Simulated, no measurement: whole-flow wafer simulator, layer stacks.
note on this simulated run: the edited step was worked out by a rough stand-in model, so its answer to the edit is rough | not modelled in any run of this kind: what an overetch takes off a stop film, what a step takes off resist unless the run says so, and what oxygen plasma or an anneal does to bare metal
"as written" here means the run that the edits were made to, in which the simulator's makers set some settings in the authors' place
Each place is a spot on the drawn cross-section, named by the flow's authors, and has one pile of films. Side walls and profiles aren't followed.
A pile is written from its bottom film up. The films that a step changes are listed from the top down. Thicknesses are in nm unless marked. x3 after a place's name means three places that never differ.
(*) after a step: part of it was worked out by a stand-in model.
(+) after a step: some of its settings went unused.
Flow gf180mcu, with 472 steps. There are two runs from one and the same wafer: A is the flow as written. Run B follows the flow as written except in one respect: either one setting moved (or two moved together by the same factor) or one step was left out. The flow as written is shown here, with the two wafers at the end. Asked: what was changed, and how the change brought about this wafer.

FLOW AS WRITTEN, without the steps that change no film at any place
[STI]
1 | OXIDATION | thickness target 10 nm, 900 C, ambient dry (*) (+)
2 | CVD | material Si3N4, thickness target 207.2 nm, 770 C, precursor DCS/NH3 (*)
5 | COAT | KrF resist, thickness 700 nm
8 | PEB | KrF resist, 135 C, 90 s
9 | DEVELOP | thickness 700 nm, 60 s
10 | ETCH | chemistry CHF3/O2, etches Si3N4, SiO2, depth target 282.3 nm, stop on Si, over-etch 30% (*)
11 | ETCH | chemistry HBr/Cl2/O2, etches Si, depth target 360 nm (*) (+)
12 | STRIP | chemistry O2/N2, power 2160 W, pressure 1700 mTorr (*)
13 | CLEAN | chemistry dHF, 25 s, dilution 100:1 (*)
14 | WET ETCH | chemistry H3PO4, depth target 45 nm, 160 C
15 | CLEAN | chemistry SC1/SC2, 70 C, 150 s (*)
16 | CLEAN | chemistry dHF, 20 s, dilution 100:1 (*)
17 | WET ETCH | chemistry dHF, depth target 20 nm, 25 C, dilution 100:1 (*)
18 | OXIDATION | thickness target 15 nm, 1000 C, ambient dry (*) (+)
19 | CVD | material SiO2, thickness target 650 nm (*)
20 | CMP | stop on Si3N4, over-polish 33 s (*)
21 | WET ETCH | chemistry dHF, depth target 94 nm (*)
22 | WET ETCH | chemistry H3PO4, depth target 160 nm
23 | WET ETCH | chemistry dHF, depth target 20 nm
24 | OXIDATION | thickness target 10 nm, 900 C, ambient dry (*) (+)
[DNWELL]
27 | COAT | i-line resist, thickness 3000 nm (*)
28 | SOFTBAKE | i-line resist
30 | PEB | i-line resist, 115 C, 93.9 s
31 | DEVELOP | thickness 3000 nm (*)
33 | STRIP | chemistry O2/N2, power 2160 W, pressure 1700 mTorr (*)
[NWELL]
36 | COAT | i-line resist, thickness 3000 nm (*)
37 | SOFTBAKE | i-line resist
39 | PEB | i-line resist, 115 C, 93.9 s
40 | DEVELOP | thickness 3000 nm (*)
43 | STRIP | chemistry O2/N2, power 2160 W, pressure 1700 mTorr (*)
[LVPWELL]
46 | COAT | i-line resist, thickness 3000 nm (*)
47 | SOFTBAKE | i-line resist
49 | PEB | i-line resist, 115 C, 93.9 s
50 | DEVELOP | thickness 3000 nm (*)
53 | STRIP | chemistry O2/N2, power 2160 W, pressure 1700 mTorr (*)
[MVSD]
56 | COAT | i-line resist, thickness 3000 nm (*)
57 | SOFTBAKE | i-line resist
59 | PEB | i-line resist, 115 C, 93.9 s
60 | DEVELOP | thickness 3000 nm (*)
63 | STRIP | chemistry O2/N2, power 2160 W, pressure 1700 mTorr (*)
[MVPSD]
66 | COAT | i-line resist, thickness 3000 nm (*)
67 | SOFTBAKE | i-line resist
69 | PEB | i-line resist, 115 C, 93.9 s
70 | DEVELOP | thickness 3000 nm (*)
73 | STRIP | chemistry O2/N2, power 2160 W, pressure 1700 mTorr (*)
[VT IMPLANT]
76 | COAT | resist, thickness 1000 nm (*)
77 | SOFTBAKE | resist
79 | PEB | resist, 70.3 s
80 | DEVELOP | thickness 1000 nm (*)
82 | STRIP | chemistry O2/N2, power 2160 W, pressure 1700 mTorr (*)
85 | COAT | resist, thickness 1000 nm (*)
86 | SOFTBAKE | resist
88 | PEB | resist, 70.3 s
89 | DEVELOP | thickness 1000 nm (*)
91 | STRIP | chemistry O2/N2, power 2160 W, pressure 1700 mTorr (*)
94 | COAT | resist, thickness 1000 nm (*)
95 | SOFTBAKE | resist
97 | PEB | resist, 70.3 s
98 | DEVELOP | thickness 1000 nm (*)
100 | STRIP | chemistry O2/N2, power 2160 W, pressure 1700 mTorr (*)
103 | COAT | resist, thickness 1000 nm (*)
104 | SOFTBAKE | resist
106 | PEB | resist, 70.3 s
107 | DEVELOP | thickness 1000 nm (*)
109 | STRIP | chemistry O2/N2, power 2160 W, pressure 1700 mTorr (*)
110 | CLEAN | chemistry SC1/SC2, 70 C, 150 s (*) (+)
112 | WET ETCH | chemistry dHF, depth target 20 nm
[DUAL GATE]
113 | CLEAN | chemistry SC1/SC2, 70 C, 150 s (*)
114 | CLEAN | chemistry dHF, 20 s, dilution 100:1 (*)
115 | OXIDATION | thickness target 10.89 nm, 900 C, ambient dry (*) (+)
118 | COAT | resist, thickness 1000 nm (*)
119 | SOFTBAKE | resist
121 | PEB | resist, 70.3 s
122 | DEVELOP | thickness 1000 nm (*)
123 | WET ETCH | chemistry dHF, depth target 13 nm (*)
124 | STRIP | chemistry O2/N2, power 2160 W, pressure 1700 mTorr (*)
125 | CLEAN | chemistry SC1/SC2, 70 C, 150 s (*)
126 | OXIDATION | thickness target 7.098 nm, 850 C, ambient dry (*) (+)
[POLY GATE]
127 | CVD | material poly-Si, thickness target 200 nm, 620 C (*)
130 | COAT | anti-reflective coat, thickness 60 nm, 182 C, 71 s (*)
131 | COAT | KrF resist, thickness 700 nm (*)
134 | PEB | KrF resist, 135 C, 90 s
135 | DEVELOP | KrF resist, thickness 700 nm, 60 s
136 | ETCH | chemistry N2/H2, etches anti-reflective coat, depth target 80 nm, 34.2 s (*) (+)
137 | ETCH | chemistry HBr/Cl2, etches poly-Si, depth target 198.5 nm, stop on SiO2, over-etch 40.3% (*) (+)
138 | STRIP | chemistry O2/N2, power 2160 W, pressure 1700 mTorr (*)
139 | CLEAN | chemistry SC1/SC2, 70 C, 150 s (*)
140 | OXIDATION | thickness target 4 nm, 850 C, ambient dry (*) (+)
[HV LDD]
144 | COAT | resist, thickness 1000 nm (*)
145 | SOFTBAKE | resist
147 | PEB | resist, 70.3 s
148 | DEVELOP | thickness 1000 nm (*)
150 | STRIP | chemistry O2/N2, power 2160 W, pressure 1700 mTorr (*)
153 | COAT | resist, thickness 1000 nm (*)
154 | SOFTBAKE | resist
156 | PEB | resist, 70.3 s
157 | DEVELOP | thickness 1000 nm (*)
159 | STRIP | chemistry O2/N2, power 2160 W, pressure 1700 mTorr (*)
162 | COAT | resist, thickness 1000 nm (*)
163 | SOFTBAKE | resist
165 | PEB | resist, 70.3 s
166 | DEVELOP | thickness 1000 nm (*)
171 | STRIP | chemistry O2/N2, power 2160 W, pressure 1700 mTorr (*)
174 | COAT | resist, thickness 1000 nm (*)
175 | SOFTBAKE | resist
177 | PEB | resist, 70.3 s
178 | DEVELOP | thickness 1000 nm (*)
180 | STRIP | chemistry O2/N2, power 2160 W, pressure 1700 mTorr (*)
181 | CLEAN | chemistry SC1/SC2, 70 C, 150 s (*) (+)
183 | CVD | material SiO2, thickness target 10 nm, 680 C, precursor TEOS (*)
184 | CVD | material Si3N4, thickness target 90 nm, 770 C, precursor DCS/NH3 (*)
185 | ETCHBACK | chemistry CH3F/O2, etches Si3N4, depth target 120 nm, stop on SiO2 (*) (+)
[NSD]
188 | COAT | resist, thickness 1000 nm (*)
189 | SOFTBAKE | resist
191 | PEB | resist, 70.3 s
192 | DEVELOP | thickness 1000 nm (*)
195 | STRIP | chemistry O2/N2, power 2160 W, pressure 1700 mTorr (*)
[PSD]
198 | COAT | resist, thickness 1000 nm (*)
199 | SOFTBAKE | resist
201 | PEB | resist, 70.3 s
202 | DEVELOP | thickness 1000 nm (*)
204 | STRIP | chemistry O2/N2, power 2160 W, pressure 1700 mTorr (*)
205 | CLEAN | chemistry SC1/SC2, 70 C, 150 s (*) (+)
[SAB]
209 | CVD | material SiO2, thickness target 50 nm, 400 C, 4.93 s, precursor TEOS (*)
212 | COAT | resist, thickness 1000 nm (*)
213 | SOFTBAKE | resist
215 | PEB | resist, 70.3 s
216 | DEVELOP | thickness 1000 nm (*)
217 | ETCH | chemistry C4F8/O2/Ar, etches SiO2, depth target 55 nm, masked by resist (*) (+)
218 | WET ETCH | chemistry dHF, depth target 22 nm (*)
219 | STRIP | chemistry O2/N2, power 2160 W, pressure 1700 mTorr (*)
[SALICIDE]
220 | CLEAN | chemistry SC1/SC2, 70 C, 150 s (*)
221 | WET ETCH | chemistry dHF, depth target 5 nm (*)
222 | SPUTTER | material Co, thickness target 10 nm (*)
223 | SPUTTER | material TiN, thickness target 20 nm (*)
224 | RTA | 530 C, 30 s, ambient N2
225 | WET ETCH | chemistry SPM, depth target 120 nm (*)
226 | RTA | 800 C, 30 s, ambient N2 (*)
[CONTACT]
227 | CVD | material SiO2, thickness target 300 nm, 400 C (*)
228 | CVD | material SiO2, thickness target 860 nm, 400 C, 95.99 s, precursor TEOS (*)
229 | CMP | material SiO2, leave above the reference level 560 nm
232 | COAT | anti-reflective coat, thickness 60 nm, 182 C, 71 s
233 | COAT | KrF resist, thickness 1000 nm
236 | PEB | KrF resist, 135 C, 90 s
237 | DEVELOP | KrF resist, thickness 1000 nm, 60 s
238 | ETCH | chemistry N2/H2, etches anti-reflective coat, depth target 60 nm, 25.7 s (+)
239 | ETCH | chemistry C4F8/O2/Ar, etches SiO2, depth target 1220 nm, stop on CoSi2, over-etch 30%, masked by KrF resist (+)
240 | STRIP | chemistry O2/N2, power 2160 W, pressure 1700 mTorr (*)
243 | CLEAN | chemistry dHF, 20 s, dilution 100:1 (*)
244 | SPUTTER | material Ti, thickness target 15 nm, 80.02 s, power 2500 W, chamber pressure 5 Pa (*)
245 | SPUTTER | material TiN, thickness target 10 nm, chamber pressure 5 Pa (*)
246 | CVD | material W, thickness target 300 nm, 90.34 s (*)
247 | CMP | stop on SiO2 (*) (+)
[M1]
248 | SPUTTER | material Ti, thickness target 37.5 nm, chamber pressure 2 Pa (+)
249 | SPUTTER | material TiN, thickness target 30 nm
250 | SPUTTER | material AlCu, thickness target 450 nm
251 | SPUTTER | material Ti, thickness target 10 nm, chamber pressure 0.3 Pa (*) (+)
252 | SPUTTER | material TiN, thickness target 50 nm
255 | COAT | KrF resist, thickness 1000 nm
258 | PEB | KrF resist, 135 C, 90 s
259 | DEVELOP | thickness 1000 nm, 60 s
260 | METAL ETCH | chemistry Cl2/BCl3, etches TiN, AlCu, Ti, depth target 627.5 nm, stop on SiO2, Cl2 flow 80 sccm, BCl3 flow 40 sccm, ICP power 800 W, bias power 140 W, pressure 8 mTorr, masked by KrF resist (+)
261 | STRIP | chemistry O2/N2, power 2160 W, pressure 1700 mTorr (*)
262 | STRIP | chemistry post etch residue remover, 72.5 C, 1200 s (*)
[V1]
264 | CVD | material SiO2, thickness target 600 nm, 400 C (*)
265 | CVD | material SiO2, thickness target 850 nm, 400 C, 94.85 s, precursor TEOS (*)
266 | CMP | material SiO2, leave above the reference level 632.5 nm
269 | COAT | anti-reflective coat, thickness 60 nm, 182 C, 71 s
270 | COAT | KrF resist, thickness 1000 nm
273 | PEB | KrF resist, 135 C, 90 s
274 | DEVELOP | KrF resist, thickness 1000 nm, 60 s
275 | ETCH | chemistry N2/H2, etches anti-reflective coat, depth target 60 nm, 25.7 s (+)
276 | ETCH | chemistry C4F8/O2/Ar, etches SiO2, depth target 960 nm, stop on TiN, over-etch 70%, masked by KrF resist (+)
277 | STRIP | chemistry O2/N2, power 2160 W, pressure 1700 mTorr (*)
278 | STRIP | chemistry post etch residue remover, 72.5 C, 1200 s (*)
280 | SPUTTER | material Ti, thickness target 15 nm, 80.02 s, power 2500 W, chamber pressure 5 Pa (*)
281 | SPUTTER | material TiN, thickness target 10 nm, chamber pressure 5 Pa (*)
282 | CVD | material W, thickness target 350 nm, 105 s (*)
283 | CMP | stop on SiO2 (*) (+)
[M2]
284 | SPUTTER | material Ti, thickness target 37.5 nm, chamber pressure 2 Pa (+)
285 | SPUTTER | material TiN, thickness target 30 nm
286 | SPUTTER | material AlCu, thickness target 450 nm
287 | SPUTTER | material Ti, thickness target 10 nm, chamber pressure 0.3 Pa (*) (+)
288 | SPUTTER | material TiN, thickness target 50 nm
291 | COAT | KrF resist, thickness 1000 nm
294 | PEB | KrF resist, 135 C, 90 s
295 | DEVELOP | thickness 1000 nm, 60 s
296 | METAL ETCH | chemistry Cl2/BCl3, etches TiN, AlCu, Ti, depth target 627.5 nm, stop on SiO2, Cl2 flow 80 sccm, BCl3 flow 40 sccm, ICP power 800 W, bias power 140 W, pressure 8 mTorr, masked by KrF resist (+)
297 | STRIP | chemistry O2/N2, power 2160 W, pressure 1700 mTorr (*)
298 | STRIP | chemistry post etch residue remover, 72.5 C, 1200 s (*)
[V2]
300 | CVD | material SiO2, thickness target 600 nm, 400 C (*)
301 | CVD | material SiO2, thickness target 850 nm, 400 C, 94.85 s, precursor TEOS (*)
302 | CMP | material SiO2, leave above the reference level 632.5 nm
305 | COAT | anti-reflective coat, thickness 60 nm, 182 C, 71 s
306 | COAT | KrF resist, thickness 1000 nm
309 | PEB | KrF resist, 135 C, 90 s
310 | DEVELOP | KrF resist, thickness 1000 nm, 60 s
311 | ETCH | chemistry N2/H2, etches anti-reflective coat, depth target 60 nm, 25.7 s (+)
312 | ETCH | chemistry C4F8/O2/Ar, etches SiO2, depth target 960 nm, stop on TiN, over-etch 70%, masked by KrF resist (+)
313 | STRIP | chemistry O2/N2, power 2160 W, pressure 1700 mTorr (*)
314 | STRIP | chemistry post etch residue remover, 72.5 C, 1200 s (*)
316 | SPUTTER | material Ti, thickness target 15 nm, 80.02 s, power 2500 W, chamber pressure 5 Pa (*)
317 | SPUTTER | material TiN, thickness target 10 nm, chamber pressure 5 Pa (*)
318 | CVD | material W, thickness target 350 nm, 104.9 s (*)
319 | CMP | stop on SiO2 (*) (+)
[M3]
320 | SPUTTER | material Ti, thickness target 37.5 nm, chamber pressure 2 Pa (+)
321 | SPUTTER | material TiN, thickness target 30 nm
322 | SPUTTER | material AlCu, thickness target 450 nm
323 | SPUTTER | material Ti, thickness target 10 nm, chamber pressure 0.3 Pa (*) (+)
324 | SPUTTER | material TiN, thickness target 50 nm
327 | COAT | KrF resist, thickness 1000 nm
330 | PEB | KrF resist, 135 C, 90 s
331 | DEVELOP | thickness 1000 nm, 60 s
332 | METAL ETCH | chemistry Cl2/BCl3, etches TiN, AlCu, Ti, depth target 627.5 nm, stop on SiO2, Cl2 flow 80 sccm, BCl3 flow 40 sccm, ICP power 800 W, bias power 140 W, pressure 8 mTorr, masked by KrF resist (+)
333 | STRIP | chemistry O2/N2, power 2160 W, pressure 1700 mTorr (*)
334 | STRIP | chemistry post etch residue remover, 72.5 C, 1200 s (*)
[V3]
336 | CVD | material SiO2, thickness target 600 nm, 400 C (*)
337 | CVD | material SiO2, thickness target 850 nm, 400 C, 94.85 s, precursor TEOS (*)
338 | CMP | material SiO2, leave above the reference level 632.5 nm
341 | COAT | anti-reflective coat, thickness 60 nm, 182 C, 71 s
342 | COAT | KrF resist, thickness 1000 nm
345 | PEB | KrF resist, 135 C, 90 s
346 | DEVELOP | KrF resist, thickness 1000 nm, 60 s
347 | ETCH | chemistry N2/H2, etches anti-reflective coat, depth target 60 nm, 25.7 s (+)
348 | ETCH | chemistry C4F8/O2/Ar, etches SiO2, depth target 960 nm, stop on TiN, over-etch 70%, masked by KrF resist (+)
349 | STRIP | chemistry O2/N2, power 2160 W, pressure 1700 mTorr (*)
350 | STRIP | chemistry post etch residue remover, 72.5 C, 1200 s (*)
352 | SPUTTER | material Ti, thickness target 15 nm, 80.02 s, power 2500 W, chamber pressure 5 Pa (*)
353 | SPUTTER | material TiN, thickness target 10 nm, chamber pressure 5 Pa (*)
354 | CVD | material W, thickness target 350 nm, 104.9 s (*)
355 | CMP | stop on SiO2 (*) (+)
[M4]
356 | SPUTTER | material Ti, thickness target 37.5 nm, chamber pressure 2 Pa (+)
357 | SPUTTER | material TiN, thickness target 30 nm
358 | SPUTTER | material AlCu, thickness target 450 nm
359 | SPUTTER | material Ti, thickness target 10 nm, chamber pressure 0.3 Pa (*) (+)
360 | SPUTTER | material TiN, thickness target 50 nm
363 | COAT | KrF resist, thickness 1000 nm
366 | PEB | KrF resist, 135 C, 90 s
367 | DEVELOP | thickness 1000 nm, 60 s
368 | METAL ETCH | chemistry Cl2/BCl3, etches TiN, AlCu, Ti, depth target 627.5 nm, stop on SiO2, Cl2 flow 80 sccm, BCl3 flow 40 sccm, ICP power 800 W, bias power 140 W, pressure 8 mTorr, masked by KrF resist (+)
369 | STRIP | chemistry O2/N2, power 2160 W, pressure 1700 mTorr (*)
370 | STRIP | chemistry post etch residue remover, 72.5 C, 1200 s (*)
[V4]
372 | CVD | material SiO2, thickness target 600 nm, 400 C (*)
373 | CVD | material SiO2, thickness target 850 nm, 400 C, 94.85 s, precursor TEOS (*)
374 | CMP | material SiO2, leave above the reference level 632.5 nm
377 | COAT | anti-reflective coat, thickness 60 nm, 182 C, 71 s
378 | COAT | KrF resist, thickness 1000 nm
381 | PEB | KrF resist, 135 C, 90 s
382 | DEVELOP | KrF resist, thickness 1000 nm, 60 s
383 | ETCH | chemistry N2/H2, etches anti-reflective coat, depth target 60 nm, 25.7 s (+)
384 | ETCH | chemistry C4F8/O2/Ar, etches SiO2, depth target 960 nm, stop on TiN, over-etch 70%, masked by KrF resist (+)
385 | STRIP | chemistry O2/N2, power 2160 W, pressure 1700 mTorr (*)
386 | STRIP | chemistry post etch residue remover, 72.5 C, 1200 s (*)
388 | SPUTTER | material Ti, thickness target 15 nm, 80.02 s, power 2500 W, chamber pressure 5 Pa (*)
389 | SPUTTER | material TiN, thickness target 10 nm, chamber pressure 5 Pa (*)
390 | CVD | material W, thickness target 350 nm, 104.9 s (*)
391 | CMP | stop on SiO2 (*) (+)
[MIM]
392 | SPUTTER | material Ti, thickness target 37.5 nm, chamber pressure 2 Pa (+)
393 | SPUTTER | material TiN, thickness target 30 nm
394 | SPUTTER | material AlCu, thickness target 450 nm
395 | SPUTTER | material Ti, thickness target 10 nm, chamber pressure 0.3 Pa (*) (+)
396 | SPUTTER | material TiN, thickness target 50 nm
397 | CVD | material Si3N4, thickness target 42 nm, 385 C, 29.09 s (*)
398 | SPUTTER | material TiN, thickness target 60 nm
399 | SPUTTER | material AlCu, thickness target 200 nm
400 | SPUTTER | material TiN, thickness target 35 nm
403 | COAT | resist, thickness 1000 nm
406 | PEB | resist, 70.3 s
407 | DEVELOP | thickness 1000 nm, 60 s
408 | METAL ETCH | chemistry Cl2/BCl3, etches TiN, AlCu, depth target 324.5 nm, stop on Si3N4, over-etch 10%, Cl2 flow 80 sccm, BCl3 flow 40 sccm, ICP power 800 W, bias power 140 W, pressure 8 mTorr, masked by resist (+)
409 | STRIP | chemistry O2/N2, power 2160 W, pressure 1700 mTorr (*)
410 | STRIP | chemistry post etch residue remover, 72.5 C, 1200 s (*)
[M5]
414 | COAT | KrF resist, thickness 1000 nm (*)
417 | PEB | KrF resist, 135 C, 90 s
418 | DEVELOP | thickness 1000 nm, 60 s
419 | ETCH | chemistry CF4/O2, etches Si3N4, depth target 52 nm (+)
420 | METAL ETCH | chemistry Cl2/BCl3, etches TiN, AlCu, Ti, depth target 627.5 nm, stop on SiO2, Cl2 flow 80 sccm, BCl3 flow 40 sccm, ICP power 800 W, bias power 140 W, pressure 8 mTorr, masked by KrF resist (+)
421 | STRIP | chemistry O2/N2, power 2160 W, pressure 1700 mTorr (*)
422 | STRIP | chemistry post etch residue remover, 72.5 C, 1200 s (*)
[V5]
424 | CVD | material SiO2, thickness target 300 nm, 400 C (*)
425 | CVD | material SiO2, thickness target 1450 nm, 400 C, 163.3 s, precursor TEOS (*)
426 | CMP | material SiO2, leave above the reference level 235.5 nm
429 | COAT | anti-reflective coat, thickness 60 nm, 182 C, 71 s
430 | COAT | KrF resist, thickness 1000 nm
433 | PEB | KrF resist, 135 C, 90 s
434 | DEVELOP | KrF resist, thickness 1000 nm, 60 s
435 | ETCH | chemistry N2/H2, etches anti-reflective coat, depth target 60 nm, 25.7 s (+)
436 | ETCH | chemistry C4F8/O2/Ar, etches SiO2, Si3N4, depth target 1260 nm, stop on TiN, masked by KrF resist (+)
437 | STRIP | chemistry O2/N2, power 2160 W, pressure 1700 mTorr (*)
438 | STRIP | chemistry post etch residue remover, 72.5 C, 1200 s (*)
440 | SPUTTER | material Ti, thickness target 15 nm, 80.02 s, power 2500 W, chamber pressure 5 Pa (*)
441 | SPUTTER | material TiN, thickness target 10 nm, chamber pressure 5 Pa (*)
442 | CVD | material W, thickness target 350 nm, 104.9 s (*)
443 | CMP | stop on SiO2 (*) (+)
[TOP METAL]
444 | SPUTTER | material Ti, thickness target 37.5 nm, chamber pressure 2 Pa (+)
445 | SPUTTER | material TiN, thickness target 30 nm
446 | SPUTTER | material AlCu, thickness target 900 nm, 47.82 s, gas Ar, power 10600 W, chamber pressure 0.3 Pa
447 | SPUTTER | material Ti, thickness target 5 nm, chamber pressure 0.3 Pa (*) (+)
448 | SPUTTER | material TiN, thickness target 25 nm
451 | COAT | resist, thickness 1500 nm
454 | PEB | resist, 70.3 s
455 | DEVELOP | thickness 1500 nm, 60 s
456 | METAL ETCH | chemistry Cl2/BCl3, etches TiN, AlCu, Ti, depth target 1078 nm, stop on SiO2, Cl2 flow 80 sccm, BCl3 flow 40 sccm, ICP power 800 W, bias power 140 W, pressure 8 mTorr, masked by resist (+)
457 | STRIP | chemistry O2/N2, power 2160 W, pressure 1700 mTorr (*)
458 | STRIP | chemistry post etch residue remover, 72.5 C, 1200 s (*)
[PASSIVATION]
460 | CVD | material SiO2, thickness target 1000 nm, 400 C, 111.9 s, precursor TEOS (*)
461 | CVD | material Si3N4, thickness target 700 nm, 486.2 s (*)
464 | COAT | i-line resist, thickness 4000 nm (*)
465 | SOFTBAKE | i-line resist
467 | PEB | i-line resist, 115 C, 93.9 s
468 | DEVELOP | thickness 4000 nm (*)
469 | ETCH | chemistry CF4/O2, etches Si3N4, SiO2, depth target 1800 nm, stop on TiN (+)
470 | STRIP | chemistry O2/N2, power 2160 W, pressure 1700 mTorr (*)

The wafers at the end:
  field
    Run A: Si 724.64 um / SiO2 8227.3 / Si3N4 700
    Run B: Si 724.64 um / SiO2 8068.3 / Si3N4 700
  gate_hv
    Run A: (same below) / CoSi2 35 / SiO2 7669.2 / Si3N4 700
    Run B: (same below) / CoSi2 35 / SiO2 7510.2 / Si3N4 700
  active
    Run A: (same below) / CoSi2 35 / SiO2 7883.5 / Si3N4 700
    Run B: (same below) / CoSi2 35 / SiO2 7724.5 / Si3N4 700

The reason: step 424, CVD: thickness target 141 nm was run, while the flow as written has thickness target 300 nm.

Step by step, how the change led to this:
  424 | CVD | material SiO2, thickness target 300 nm, 400 C (*)
      field, field__w1, field__w2 and 101 more: A +300 SiO2 | B +141 SiO2
      field__w4, field__w8, contact, m1, m1__w1, mim, mim_1p0, m1_nw: A +300 SiO2 (new film) | B +141 SiO2 (new film)
  436 | ETCH | chemistry C4F8/O2/Ar, etches SiO2, Si3N4, depth target 1260 nm, stop on TiN, masked by KrF resist (+)
      field, field__w1, field__w2 and 108 more: A -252 KrF resist | B -213.7 KrF resist
      contact: A -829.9 SiO2 (all of it), -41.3 Si3N4 (all of it) | B -670.9 SiO2 (all of it), -41.3 Si3N4 (all of it)
  437 | STRIP | chemistry O2/N2, power 2160 W, pressure 1700 mTorr (*)
      field, field__w1, field__w2 and 108 more: A -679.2 KrF resist (all of it), -60 anti-reflective coat (all of it) | B -717.5 KrF resist (all of it), -60 anti-reflective coat (all of it)
  440 | SPUTTER | material Ti, thickness target 15 nm, 80.02 s, power 2500 W, chamber pressure 5 Pa (*)
      contact: A +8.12 Ti (new film) | B +8.9 Ti (new film)
  441 | SPUTTER | material TiN, thickness target 10 nm, chamber pressure 5 Pa (*)
      contact: A +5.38 TiN (new film) | B +5.9 TiN (new film)
  442 | CVD | material W, thickness target 350 nm, 104.9 s (*)
      contact: A +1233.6 W (new film) | B +1073.3 W (new film)
